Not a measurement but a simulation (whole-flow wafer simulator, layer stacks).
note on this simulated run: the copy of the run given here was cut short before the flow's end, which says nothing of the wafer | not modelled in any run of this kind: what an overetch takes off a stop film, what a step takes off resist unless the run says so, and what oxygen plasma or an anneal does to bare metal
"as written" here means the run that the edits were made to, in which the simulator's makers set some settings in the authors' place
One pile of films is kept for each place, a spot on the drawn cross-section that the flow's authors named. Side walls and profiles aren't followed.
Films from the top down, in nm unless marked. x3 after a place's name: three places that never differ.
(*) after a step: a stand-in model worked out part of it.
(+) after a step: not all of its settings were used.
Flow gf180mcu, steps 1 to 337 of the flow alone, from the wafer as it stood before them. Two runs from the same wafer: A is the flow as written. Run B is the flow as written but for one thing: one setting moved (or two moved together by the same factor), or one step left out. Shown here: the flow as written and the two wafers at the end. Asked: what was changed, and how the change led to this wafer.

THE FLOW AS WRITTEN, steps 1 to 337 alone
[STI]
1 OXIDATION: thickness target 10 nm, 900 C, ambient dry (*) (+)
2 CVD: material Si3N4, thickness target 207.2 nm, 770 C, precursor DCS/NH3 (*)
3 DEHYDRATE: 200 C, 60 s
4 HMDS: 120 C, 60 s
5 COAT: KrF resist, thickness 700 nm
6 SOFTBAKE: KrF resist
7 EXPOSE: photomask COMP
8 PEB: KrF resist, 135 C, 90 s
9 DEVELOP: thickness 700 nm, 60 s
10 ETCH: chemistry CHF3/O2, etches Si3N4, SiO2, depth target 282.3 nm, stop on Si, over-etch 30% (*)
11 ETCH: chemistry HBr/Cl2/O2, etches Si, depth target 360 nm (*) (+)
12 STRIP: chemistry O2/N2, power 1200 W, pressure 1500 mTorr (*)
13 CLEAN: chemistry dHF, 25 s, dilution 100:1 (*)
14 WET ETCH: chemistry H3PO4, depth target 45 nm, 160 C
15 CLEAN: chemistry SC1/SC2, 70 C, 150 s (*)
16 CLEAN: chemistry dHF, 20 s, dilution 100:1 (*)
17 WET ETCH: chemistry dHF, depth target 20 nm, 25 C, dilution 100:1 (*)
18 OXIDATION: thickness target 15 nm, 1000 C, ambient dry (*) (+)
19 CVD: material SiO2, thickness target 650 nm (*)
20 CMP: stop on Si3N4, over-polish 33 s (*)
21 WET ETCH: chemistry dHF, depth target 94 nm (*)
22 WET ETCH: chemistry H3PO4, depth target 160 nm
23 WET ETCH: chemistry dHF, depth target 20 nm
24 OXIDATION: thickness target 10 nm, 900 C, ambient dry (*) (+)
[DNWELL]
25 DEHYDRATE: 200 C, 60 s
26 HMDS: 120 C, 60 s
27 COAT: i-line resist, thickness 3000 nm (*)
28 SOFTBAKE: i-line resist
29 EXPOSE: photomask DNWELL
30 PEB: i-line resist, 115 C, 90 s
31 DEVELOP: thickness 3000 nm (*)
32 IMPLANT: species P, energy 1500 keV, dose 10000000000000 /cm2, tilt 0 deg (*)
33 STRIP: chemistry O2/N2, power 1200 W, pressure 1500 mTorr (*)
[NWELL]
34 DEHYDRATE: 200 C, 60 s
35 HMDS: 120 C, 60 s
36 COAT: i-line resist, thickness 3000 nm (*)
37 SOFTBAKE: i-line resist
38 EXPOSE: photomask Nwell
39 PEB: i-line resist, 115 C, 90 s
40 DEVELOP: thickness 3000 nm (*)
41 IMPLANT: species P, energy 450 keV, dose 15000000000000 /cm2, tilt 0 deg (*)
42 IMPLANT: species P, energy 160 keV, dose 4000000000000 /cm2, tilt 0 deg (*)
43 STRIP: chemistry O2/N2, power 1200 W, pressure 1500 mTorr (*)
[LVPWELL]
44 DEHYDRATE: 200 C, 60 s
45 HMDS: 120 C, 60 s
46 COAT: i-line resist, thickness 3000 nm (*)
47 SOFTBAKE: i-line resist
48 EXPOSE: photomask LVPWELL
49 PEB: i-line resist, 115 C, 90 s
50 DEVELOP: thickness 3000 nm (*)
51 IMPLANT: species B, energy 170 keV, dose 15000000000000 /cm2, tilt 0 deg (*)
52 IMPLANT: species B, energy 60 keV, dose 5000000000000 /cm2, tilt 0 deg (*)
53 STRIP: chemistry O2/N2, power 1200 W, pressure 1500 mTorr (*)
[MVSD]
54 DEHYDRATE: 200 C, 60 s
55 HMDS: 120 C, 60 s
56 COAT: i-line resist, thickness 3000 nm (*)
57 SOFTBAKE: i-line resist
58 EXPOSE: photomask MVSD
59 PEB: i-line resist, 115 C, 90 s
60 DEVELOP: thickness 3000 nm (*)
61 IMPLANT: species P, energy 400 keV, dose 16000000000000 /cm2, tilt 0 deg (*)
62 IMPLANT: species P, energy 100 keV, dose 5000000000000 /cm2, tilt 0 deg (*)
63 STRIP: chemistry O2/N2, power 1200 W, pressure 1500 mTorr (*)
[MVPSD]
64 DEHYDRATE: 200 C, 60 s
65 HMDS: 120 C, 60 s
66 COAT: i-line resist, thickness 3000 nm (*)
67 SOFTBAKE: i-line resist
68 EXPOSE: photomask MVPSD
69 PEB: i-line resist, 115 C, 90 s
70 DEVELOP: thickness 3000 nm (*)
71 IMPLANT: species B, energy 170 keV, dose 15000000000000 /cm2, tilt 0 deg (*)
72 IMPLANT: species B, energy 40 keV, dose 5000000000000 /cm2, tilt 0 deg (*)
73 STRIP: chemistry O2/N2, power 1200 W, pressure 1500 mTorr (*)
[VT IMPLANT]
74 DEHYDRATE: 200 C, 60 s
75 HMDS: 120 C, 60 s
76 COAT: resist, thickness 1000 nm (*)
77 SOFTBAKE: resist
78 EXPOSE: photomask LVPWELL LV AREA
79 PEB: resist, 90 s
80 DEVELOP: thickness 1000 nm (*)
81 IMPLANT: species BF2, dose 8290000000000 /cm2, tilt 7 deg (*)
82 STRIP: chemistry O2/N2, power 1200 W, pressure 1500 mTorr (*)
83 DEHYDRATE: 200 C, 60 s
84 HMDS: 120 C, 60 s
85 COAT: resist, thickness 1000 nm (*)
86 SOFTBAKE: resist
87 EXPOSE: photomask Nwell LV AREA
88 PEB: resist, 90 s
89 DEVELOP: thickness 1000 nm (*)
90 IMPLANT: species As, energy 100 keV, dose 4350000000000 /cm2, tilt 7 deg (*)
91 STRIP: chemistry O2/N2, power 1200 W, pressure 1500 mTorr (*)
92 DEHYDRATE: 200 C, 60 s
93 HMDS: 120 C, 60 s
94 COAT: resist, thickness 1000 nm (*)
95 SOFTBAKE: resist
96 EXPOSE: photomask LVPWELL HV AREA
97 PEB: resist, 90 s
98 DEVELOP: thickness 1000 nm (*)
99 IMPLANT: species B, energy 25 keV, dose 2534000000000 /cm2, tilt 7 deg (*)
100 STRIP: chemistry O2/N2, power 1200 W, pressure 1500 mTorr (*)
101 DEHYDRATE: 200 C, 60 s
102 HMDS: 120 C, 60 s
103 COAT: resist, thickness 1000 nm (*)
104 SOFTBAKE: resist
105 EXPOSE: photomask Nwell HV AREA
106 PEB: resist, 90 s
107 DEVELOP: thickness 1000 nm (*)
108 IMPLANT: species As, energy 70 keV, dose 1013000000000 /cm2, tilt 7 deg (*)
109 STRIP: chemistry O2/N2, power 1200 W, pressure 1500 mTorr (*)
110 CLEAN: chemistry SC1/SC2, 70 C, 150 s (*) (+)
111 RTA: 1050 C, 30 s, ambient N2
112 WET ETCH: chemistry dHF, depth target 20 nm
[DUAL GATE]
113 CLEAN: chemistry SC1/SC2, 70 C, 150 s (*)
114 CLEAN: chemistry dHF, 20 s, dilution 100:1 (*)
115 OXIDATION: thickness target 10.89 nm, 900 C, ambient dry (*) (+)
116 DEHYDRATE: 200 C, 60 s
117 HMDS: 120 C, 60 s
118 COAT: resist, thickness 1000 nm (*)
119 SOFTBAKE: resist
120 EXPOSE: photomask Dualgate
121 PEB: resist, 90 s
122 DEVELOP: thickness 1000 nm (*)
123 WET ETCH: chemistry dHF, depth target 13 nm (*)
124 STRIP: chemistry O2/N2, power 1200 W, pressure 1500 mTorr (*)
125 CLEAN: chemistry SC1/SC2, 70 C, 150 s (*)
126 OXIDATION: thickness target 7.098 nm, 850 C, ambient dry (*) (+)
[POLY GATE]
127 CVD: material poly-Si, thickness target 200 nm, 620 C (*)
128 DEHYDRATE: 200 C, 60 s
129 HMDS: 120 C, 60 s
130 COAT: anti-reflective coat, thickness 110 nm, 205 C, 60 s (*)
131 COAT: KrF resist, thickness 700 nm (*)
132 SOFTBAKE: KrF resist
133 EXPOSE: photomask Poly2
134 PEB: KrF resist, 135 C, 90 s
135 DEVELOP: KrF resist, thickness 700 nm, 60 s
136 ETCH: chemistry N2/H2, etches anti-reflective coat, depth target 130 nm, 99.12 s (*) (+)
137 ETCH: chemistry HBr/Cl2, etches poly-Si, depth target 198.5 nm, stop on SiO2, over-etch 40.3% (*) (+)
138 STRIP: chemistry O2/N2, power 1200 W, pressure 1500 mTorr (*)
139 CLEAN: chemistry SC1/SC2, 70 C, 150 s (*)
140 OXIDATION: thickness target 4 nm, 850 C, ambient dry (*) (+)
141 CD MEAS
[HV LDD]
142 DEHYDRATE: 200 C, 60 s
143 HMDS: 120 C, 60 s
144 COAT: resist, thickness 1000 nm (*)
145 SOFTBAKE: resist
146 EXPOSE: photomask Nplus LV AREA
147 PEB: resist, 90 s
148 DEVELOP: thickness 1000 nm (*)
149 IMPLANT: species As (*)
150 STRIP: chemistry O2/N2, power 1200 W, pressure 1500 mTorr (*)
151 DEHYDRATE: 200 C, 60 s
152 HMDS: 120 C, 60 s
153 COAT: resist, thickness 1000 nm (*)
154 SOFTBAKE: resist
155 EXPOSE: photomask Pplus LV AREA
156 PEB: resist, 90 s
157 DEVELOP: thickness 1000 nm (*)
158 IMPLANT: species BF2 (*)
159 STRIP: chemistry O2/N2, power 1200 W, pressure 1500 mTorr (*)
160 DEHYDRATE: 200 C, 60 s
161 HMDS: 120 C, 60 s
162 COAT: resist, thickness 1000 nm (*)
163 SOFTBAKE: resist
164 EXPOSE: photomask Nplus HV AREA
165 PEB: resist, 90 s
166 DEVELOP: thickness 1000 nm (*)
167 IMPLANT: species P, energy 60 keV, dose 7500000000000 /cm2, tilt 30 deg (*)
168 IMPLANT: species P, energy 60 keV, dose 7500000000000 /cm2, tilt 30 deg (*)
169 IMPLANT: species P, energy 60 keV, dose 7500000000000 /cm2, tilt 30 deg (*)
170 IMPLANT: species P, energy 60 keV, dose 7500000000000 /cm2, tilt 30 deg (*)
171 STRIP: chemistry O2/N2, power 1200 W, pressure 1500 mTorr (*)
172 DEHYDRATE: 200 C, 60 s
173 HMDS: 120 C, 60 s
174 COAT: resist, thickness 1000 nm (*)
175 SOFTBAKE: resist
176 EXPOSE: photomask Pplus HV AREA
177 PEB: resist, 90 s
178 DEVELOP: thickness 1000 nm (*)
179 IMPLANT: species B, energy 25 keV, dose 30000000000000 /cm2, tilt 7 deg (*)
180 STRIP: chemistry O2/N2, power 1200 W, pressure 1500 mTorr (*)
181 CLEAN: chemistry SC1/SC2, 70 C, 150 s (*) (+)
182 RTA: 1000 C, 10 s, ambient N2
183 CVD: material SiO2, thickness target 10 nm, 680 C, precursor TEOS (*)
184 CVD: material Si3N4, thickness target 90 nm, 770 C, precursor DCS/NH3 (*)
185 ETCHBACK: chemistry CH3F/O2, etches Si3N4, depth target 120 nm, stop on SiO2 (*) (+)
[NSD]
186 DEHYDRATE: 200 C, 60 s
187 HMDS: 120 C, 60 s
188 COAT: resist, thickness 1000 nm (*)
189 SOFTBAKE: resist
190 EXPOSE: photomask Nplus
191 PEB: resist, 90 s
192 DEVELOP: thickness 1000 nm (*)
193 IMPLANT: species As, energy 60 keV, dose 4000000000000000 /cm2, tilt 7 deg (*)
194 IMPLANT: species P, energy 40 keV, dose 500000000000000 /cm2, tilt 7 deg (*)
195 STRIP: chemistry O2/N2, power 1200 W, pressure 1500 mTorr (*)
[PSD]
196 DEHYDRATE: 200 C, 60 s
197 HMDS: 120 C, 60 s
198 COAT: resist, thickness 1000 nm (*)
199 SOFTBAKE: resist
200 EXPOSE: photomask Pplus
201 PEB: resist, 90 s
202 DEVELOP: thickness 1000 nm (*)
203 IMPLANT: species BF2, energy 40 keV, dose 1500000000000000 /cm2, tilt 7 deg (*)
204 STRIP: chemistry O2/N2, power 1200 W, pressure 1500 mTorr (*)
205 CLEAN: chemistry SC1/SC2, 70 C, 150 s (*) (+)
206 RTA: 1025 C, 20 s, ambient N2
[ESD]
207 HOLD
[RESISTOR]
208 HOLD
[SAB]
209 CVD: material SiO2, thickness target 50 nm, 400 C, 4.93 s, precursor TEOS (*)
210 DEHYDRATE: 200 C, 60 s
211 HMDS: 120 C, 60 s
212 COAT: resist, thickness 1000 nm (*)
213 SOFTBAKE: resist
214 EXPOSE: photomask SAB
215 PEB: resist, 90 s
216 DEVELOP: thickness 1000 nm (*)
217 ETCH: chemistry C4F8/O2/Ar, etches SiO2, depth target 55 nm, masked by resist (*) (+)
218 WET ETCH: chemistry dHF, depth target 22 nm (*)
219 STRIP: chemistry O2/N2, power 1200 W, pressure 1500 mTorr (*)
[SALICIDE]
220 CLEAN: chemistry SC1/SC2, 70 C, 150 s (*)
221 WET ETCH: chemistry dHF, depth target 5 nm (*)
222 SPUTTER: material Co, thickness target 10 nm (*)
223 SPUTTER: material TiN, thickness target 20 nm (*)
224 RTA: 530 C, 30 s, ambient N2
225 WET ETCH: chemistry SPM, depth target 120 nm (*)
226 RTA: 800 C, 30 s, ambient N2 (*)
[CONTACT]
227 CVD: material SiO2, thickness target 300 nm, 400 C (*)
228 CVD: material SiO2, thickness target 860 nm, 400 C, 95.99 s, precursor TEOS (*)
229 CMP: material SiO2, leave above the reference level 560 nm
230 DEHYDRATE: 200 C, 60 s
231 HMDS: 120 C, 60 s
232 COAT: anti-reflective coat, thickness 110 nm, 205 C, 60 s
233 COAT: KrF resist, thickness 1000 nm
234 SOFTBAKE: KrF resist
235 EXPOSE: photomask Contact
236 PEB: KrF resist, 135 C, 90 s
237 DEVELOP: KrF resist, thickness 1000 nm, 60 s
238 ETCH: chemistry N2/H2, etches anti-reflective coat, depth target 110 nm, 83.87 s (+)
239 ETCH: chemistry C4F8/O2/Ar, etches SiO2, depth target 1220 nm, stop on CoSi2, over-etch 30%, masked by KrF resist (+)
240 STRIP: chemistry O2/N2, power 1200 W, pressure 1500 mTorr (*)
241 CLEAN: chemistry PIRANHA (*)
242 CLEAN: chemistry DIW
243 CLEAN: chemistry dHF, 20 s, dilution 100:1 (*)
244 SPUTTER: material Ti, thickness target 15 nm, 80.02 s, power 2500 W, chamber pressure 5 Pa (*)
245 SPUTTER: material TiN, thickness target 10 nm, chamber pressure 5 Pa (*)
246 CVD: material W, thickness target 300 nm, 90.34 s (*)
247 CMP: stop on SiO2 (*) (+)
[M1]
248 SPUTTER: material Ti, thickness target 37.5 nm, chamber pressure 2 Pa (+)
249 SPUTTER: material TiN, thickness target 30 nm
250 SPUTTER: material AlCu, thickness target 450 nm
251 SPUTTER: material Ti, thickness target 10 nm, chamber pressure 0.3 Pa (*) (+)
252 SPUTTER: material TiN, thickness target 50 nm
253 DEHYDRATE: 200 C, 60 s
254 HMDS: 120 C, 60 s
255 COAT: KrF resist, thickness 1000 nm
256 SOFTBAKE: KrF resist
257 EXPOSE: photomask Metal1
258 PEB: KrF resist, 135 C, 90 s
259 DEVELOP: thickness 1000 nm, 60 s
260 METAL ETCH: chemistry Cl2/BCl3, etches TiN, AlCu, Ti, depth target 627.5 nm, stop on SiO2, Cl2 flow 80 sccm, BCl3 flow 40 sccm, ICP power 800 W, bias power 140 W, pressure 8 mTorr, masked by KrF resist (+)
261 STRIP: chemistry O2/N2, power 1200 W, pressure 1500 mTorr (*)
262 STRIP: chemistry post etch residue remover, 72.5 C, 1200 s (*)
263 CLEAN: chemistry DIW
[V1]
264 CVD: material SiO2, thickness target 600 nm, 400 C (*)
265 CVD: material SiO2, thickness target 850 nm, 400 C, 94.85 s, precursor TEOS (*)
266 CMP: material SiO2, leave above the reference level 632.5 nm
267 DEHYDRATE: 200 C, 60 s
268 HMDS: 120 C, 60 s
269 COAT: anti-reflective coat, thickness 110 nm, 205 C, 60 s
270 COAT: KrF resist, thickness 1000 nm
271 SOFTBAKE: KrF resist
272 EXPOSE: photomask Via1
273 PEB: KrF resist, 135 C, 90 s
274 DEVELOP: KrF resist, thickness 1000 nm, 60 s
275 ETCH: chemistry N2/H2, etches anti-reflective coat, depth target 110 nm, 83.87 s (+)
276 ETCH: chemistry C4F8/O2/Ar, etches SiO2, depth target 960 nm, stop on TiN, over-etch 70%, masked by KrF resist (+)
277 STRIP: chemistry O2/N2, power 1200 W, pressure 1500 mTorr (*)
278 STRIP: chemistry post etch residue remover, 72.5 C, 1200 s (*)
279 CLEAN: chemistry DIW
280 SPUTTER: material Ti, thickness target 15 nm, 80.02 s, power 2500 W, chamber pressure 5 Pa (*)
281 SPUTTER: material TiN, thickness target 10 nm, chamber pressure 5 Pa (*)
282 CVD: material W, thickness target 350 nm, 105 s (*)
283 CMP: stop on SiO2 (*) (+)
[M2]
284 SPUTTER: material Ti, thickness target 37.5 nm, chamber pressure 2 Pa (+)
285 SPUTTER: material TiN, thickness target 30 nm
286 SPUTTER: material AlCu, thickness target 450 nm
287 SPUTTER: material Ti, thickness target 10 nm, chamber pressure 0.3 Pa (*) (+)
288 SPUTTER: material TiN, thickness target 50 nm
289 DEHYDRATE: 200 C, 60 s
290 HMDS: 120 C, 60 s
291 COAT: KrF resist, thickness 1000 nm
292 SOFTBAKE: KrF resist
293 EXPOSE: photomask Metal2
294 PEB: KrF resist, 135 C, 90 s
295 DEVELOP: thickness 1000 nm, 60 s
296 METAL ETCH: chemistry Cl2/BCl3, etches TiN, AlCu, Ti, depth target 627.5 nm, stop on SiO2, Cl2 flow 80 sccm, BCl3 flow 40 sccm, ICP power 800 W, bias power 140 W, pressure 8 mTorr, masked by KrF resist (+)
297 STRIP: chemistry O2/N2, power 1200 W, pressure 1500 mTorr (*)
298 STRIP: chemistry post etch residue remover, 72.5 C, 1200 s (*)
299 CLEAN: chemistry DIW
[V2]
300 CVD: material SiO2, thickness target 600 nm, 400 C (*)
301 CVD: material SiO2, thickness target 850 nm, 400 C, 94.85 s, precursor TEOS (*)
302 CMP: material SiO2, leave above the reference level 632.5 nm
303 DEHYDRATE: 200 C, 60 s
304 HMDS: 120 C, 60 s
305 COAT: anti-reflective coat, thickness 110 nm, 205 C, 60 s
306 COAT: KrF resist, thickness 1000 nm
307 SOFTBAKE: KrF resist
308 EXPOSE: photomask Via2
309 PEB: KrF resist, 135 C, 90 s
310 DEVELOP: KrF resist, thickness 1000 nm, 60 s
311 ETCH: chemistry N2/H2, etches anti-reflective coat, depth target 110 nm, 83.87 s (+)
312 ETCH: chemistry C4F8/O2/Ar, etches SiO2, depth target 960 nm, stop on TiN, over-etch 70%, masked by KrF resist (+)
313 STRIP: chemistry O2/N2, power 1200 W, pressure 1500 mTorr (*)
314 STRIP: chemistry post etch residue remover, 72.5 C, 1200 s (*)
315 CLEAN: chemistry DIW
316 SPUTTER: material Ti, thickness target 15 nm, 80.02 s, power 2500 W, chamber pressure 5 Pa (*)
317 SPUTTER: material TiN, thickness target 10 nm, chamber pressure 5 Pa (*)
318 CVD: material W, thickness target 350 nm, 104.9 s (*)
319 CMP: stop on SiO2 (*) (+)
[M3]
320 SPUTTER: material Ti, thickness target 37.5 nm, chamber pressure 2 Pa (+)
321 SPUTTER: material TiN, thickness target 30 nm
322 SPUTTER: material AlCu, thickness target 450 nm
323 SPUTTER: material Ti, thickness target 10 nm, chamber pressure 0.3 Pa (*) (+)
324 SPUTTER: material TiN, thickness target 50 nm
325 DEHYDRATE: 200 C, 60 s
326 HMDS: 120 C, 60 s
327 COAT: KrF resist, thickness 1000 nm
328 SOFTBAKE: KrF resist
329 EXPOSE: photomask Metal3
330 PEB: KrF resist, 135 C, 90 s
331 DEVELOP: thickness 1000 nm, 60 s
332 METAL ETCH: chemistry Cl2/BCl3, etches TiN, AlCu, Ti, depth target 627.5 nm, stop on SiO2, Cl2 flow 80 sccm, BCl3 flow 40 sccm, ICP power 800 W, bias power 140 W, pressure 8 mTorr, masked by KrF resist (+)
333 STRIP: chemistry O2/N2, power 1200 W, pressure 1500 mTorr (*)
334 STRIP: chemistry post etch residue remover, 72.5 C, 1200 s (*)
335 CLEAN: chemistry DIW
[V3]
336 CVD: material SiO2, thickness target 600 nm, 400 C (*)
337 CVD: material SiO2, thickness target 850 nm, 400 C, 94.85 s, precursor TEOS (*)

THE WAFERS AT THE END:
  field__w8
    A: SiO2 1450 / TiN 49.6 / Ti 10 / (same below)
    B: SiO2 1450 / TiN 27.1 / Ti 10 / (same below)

The cause: step 324, SPUTTER: thickness target 27.5 nm was run, where the flow has thickness target 50 nm.

How the change led to this, step by step:
  324 SPUTTER: material TiN, thickness target 50 nm
      field, field__w1, field__w2 and 108 more: A TiN +50 (new film) | B TiN +27.5 (new film)
  332 METAL ETCH: chemistry Cl2/BCl3, etches TiN, AlCu, Ti, depth target 627.5 nm, stop on SiO2, Cl2 flow 80 sccm, BCl3 flow 40 sccm, ICP power 800 W, bias power 140 W, pressure 8 mTorr, masked by KrF resist (+)
      field, field__w1, field__w2 and 103 more: A TiN -50 (all of it), Ti -10 (all of it), AlCu -450 (all of it), TiN -30 (all of it), Ti -37.5 (all of it) | B TiN -27.5 (all of it), Ti -10 (all of it), AlCu -450 (all of it), TiN -30 (all of it), Ti -37.5 (all of it)
